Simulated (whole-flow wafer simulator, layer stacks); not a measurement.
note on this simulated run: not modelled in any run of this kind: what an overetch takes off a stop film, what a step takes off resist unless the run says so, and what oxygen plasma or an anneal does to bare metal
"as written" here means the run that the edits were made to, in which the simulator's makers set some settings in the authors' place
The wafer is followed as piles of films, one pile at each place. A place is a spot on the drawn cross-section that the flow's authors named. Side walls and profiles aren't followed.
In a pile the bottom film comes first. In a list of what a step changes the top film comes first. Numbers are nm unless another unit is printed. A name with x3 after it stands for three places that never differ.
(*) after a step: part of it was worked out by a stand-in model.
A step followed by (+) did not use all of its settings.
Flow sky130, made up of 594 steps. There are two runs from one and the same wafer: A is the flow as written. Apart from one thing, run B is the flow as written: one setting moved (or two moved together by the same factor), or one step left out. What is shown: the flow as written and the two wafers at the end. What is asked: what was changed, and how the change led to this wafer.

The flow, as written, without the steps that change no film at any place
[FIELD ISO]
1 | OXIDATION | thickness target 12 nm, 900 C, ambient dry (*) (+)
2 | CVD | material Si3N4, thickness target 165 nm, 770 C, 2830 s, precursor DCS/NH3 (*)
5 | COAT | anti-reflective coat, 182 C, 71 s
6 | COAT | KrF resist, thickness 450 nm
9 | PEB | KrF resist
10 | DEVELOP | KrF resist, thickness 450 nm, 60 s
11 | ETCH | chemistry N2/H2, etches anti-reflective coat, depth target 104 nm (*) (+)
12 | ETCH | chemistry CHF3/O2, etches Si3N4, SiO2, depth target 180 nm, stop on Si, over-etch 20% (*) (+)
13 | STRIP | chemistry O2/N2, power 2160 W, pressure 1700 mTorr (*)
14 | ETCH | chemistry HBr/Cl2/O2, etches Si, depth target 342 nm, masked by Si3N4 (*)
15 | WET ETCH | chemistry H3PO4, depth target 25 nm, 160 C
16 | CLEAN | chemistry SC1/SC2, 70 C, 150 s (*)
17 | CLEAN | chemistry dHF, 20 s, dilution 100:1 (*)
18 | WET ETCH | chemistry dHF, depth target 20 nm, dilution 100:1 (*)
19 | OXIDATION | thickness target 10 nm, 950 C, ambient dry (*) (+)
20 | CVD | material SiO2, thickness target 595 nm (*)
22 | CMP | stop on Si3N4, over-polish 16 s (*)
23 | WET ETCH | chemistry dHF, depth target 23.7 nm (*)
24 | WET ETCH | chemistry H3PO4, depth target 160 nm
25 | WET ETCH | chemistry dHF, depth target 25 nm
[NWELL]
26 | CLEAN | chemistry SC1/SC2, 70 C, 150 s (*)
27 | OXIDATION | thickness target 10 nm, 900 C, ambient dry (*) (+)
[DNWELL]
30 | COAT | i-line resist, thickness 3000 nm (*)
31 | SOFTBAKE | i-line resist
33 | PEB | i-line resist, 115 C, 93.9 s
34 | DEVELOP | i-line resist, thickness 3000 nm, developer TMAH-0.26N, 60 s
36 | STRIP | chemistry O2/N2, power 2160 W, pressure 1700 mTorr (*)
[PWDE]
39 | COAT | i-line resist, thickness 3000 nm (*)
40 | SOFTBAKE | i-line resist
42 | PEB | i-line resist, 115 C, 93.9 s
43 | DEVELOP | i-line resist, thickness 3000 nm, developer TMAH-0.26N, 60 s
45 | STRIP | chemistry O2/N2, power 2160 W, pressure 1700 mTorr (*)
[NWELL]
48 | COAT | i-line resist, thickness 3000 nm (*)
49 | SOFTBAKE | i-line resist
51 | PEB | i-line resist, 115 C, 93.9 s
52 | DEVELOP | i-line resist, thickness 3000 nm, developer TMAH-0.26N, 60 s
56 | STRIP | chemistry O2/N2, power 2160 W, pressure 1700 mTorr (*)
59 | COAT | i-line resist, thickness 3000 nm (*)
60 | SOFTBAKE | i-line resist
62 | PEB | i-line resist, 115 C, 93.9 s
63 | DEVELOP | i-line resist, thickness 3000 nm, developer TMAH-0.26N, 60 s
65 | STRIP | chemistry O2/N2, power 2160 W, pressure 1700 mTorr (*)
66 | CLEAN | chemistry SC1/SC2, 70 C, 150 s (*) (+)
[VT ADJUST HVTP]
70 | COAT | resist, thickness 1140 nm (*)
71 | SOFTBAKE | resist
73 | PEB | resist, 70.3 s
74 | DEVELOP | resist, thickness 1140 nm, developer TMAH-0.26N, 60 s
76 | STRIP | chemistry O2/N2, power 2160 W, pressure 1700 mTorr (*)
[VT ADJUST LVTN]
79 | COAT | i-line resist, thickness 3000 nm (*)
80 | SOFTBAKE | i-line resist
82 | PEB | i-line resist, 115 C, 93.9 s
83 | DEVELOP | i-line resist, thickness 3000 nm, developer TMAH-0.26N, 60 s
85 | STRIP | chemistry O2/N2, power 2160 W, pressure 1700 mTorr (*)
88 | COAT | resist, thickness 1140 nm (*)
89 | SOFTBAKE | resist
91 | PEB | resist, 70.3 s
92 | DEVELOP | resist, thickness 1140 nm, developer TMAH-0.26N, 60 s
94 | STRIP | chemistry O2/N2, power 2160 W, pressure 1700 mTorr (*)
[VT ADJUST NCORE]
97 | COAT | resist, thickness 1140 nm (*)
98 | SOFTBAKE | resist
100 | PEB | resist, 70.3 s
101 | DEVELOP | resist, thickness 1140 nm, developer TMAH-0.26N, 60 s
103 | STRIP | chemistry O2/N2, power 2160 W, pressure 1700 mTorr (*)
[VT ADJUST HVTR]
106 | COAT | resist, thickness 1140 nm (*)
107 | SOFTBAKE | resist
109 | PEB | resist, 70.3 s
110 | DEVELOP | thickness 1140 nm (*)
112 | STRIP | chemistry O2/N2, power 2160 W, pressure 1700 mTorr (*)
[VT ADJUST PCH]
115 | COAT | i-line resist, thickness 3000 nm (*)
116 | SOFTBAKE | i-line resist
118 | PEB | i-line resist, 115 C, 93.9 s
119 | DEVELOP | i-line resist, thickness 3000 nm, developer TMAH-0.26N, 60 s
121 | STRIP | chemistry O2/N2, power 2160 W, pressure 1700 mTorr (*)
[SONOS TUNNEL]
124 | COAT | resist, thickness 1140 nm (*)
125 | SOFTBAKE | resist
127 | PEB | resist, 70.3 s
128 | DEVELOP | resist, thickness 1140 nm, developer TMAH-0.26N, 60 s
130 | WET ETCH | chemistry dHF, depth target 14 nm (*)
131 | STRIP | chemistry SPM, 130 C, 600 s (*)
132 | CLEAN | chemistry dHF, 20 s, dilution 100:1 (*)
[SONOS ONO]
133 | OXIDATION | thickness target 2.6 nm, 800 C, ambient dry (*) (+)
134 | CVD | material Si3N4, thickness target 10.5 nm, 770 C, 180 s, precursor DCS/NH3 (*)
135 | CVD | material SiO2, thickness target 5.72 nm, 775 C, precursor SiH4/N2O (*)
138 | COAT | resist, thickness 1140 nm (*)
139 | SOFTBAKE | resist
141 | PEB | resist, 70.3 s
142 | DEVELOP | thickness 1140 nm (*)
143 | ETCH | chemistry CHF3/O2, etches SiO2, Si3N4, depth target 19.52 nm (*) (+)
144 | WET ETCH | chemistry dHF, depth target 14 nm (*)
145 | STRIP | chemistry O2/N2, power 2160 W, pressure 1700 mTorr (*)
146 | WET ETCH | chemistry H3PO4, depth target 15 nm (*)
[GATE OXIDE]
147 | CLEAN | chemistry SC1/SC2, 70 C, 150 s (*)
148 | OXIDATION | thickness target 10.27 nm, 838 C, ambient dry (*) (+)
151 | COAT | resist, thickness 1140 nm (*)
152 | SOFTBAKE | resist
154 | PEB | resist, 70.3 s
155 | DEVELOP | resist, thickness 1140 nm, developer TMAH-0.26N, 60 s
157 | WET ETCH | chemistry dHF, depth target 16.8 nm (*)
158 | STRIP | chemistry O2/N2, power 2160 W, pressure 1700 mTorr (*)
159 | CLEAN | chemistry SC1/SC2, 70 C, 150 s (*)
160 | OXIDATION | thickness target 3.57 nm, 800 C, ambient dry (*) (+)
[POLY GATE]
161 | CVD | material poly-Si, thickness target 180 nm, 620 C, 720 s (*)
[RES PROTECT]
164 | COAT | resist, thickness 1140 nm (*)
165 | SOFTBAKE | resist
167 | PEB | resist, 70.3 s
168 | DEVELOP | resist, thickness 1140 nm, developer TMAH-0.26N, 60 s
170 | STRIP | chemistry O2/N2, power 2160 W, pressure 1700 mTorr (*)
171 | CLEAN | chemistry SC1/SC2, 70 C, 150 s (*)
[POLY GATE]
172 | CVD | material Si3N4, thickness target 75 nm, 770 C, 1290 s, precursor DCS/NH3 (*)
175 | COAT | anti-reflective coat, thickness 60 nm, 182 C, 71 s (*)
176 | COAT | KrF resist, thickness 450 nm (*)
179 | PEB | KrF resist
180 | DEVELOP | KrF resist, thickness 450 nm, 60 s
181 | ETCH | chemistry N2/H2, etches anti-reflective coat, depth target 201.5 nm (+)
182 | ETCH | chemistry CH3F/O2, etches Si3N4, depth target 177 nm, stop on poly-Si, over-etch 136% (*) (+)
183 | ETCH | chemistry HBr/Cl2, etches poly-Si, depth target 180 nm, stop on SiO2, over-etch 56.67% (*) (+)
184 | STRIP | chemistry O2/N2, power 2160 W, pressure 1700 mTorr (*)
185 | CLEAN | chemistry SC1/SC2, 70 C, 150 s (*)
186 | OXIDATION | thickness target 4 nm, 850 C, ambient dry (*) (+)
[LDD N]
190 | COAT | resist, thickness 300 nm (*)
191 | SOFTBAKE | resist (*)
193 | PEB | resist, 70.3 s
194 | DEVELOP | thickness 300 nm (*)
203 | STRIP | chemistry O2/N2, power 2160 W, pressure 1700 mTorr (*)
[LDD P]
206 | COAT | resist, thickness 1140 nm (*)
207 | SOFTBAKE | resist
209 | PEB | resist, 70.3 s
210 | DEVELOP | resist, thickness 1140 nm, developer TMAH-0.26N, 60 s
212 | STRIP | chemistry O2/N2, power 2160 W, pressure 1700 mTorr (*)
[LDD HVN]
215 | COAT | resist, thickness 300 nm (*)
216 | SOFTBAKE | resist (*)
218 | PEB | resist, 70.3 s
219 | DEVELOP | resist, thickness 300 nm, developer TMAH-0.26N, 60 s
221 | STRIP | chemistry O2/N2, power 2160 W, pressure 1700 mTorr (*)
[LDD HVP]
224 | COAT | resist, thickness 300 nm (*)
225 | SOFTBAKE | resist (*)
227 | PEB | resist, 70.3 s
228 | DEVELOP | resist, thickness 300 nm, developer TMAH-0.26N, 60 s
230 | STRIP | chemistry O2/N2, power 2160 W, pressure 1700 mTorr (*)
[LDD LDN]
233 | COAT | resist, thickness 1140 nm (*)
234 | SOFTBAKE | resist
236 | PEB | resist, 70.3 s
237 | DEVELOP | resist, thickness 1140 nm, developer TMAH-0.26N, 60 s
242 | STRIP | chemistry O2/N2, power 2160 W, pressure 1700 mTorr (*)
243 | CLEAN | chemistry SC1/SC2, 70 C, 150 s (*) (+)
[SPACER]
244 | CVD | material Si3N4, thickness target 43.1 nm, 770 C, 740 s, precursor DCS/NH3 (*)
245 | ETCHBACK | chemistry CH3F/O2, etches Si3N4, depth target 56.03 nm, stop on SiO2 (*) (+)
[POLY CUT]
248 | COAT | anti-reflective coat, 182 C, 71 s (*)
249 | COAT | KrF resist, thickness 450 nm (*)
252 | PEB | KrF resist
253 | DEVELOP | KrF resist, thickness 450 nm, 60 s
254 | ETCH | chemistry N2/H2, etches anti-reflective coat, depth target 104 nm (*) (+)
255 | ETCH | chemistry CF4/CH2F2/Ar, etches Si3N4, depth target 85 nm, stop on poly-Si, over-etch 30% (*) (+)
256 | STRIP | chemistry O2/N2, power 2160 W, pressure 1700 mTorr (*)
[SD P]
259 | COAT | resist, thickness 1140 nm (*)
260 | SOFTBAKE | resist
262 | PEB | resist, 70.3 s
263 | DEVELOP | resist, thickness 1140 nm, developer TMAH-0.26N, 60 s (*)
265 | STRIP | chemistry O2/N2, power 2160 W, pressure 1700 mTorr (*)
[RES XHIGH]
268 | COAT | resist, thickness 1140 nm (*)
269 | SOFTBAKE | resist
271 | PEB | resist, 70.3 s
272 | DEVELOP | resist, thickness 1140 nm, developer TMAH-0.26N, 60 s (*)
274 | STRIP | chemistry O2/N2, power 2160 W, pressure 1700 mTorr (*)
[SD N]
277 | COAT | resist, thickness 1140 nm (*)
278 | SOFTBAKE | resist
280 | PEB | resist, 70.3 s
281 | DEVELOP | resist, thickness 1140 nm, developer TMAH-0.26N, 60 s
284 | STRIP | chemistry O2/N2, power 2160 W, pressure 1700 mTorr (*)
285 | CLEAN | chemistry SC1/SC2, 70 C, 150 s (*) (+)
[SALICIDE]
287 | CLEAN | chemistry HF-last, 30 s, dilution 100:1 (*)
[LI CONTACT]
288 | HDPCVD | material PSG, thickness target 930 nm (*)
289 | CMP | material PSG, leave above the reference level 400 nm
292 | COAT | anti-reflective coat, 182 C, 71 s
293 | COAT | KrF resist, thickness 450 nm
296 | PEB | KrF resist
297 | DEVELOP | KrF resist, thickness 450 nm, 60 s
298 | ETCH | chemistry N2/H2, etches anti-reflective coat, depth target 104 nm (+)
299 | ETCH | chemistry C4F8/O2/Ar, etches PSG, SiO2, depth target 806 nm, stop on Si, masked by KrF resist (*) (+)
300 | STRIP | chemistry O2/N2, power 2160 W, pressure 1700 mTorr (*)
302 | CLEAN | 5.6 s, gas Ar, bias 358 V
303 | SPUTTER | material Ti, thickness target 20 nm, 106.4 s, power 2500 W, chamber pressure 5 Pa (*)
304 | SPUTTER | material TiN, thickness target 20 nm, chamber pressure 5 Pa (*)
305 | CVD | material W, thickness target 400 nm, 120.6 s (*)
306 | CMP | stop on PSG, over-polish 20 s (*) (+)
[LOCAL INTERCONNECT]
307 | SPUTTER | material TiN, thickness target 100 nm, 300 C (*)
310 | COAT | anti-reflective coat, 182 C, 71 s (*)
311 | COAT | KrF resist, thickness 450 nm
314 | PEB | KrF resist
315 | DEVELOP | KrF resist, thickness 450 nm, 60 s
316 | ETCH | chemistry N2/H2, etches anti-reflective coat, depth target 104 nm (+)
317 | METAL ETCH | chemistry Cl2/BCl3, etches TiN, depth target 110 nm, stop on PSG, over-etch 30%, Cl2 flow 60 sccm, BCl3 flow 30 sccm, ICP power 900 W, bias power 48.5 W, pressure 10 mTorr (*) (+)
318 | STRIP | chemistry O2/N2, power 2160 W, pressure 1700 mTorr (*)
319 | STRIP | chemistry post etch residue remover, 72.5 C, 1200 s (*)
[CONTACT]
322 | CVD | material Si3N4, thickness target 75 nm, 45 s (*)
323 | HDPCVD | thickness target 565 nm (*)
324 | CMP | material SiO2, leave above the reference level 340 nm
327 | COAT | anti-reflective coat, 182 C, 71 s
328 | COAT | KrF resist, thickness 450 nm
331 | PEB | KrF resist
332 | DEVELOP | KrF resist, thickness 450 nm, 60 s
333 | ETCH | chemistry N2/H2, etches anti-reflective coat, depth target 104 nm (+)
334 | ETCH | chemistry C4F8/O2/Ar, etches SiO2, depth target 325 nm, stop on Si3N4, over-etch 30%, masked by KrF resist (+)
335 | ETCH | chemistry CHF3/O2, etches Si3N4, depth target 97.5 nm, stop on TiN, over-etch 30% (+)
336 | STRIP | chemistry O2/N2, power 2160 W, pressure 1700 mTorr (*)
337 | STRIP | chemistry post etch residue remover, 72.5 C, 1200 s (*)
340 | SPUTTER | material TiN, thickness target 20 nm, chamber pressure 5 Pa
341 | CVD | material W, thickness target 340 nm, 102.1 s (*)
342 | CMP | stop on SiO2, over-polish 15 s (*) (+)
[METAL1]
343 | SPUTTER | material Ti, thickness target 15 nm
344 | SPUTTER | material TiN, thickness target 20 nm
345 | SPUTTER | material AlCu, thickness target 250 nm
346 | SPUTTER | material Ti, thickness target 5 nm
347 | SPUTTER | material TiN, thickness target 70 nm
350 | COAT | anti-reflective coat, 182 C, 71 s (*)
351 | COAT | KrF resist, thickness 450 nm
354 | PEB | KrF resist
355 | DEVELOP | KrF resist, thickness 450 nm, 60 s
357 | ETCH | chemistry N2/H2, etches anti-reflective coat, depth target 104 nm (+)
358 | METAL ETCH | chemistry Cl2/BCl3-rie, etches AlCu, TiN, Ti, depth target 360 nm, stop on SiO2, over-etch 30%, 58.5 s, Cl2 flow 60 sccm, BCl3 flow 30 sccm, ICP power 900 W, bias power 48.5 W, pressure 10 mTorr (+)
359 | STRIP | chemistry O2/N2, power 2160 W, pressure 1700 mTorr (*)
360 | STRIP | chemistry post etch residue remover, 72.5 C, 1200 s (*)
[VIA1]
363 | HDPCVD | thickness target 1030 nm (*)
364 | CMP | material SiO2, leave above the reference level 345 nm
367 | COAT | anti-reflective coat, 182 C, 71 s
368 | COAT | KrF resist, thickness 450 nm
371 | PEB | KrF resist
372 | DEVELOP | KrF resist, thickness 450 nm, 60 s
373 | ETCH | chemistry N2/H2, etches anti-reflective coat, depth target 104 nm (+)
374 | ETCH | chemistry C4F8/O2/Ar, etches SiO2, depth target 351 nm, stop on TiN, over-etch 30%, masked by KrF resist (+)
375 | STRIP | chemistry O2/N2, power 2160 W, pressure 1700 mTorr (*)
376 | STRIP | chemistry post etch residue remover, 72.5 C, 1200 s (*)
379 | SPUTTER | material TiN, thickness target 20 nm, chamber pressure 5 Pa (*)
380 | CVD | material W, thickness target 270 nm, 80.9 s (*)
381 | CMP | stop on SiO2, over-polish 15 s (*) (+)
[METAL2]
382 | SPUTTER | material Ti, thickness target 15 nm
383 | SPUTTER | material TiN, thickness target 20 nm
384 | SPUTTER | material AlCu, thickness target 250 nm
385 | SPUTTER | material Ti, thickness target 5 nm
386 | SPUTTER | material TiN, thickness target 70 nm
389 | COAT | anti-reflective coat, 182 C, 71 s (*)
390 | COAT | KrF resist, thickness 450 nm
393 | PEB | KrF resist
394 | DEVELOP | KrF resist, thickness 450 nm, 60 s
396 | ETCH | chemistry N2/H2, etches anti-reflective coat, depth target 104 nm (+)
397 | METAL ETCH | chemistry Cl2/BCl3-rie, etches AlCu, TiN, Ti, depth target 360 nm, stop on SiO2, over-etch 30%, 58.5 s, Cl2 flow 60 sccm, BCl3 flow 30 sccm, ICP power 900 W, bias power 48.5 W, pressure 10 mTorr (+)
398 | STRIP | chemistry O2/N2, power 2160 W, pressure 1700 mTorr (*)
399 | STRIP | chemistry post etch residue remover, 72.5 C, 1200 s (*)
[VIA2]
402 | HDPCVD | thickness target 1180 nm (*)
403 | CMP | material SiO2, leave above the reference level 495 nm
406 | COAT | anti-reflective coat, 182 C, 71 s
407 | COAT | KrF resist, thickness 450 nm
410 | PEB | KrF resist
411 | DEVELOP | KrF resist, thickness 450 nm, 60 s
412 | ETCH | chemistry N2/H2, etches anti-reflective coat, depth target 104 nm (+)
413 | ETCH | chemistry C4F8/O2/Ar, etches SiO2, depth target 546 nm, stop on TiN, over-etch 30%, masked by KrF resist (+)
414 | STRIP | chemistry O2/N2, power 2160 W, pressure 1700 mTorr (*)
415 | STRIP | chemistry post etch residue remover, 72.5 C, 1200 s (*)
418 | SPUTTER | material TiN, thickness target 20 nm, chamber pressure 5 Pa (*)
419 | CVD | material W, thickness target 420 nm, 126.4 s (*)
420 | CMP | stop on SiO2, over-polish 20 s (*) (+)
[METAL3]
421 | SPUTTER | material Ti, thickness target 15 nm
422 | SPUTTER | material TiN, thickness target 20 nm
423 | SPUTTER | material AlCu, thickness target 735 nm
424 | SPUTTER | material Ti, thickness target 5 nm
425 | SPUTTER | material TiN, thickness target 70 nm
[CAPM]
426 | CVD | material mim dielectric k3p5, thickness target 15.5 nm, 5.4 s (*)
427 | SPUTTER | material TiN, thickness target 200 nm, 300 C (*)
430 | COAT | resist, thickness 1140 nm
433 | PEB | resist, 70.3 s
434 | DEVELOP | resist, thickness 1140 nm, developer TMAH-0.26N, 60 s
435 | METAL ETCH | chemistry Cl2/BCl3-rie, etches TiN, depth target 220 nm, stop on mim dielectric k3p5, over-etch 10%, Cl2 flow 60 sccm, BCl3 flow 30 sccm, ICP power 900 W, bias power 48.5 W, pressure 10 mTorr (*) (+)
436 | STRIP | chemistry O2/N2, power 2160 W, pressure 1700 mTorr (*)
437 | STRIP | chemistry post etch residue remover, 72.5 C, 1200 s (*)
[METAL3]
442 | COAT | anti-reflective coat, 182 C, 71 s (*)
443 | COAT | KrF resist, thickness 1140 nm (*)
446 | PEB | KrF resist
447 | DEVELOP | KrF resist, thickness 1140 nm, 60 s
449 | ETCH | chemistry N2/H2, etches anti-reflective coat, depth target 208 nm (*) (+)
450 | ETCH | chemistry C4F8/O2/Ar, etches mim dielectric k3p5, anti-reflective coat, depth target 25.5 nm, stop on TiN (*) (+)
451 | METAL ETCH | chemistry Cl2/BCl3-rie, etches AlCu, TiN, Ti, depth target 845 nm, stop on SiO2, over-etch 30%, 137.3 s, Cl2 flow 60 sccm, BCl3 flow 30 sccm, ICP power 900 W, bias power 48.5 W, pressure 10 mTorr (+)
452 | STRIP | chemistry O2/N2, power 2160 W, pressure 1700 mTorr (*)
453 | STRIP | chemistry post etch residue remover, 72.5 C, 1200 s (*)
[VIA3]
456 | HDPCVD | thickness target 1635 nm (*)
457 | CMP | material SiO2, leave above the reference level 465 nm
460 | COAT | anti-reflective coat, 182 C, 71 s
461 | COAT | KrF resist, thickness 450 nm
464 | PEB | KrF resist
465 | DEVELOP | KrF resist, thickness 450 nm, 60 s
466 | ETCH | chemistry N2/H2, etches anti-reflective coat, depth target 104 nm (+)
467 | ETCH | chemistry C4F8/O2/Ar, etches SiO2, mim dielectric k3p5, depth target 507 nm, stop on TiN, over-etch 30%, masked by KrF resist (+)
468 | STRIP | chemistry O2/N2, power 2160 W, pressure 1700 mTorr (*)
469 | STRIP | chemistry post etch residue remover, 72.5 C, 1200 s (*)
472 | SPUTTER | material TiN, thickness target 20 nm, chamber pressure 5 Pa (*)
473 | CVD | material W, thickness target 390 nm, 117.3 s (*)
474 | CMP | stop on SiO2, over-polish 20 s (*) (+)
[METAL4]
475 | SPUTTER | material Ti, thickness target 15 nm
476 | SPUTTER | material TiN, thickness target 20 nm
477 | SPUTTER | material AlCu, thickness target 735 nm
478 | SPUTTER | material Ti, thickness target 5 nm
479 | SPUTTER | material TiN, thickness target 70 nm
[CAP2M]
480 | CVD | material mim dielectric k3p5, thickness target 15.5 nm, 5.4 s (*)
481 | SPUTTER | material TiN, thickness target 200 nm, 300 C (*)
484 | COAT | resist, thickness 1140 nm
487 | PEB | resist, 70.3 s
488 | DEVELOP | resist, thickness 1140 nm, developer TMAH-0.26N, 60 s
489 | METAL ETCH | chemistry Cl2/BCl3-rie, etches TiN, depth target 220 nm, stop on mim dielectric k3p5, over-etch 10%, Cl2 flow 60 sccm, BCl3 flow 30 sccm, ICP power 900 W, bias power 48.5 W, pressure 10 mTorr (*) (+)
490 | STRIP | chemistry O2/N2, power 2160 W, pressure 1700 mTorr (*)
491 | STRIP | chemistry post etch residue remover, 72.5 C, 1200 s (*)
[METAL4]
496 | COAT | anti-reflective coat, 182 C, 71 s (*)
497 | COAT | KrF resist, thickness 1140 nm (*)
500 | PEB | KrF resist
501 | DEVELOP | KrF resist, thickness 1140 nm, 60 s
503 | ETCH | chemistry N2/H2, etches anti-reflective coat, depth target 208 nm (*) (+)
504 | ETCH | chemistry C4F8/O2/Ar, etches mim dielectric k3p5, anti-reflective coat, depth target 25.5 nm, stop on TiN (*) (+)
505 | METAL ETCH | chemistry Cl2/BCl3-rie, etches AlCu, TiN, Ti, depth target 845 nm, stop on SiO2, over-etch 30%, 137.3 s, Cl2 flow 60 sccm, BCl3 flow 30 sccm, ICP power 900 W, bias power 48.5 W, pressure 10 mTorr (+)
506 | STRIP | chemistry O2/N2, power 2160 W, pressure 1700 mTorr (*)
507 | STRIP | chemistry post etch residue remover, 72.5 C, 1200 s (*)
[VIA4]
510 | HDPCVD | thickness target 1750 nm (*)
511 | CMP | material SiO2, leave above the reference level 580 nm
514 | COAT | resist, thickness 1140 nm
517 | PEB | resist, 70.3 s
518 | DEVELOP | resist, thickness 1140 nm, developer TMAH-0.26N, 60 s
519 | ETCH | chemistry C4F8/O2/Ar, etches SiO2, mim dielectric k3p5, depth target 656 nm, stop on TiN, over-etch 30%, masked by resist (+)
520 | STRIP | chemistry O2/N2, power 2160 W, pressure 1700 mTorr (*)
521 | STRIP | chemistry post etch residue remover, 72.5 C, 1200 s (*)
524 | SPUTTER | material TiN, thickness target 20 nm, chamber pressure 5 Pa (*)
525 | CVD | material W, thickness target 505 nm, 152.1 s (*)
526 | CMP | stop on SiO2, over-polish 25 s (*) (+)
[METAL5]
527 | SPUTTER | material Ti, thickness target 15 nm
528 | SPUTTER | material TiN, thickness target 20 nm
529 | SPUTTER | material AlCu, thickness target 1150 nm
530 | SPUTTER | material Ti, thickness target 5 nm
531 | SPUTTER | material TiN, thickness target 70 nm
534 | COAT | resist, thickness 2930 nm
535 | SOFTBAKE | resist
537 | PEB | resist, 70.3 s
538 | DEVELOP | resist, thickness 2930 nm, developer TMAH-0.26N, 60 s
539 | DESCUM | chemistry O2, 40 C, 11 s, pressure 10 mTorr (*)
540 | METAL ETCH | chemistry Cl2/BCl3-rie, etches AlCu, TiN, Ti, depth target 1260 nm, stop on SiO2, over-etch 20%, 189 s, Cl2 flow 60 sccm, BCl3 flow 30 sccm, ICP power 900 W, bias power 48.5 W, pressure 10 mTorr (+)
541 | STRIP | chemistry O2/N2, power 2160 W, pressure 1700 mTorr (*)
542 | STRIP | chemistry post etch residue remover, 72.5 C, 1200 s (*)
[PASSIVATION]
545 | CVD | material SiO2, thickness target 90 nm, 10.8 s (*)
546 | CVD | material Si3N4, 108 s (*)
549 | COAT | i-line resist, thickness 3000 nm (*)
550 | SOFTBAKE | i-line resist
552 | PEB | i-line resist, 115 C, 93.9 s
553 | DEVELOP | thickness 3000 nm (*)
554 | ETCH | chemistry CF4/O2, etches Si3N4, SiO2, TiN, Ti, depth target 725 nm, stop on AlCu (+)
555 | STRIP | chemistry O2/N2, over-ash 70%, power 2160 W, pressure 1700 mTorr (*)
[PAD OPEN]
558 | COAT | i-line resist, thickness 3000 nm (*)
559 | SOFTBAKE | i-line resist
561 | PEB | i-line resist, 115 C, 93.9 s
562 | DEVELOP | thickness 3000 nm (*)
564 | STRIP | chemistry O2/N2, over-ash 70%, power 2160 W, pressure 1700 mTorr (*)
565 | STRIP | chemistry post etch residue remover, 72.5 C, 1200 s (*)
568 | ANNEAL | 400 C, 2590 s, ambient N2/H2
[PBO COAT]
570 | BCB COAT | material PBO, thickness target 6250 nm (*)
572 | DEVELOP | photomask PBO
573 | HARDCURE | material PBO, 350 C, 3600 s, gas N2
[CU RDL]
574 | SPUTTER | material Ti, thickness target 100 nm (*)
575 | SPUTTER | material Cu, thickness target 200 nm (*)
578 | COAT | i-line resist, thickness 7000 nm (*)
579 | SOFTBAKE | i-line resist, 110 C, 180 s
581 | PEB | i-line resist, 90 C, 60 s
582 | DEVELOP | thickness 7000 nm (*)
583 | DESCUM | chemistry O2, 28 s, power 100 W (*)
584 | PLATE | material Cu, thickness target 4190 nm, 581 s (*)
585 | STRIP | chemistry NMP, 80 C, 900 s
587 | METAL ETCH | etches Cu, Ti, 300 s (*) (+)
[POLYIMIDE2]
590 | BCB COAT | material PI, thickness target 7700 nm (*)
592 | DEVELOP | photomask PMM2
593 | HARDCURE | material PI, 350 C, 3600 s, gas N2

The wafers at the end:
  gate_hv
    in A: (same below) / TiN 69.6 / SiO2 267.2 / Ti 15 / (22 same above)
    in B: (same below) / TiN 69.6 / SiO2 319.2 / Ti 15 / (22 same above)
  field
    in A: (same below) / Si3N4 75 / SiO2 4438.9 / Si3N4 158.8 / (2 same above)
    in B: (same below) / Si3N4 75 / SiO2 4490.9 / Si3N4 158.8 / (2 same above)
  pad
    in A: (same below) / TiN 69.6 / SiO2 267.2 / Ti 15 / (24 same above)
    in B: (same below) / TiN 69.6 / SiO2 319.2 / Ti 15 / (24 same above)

Cause: step 364, CMP: leave above the reference level 397 nm was run, while the flow as written has leave above the reference level 345 nm.

Step by step, how the change led to this:
  364 | CMP | material SiO2, leave above the reference level 345 nm
      n_well, p_well, gate_hv and 100 more: A SiO2 loses 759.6 | B SiO2 loses 707.6
      field, active, gate and 81 more: A SiO2 loses 389.1 | B SiO2 loses 337.1
      (also at 4 further places)
  374 | ETCH | chemistry C4F8/O2/Ar, etches SiO2, depth target 351 nm, stop on TiN, over-etch 30%, masked by KrF resist (+)
      m1, via1_hole: A SiO2 loses 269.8 (all of it) | B SiO2 loses 321.8 (all of it)
  379 | SPUTTER | material TiN, thickness target 20 nm, chamber pressure 5 Pa (*)
      m1: A TiN gains 11 | B TiN gains 10
      via1_hole: A TiN gains 10.9 | B TiN gains 10
  380 | CVD | material W, thickness target 270 nm, 80.9 s (*)
      m1, via1_hole: A W gains 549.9 (new film) | B W gains 602.8 (new film)
